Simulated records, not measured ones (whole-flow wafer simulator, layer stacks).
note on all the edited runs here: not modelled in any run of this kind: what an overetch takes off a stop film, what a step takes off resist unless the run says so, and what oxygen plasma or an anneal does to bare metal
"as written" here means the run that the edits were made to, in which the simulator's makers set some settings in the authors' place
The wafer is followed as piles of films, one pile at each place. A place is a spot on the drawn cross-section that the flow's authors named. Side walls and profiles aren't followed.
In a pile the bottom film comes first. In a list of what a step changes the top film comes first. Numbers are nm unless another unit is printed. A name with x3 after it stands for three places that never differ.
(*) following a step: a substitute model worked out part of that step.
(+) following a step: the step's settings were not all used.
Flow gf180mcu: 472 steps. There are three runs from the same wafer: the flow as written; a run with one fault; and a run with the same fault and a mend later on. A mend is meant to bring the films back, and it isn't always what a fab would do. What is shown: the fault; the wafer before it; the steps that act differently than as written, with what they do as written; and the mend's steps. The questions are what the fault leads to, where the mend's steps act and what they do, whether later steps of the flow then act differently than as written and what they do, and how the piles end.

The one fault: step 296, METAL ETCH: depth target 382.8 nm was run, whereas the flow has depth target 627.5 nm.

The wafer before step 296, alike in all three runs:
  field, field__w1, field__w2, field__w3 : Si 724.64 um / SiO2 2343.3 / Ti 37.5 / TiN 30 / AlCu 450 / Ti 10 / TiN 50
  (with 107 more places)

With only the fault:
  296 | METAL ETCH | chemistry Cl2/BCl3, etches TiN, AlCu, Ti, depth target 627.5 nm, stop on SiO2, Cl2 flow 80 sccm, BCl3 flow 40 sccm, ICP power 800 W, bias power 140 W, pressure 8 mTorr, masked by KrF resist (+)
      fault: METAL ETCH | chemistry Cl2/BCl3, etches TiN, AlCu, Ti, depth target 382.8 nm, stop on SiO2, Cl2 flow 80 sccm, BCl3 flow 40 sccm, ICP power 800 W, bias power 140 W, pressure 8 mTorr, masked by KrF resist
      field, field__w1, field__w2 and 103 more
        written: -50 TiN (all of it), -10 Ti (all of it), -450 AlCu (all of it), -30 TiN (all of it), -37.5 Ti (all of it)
        fault: -50 TiN (all of it), -10 Ti (all of it), -322.8 AlCu
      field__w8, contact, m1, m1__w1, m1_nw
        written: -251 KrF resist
        fault: -153.1 KrF resist
  Steps later in the flow that act otherwise than as written:
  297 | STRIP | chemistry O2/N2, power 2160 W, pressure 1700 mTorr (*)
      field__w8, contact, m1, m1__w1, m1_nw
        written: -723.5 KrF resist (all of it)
        fault: -821.4 KrF resist (all of it)
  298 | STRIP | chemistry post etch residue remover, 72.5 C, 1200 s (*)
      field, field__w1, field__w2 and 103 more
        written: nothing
        fault: -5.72 AlCu
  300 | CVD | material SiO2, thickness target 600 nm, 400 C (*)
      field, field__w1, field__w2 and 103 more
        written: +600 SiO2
        fault: +600 SiO2 (new film)
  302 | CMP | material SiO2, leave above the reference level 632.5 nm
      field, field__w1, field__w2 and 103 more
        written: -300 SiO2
        fault: -489 SiO2
  The piles end different from the flow's at field, field__w1, field__w2 and 104 more by more than 2% or 0.5 nm, whichever is larger.
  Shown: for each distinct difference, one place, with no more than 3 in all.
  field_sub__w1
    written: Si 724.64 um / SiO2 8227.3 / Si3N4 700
    fault: Si 724.64 um / SiO2 2343.2 / Ti 37.5 / TiN 30 / AlCu 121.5 / SiO2 5695 / Si3N4 700
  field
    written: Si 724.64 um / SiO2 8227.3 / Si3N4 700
    fault: Si 724.64 um / SiO2 2343.3 / Ti 37.5 / TiN 30 / AlCu 121.5 / SiO2 5695 / Si3N4 700
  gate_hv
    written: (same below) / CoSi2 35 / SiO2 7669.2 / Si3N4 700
    fault: (same below) / CoSi2 35 / SiO2 1785.1 / Ti 37.5 / TiN 30 / AlCu 121.5 / SiO2 5695 / Si3N4 700

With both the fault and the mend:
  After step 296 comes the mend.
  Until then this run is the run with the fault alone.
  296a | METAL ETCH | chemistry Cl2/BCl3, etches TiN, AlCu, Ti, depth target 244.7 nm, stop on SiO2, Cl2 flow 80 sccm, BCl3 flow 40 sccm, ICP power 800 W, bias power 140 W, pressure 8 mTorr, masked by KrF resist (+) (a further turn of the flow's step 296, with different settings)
      field, field__w1, field__w2 and 103 more
        -127.2 AlCu (all of it), -30 TiN (all of it), -37.5 Ti (all of it)
      field__w8, contact, m1, m1__w1, m1_nw
        -97.9 KrF resist
  None of the later steps of the flow acts differently than as written at any place that is followed.
  At every place that both follow, the piles at the end match the flow's.
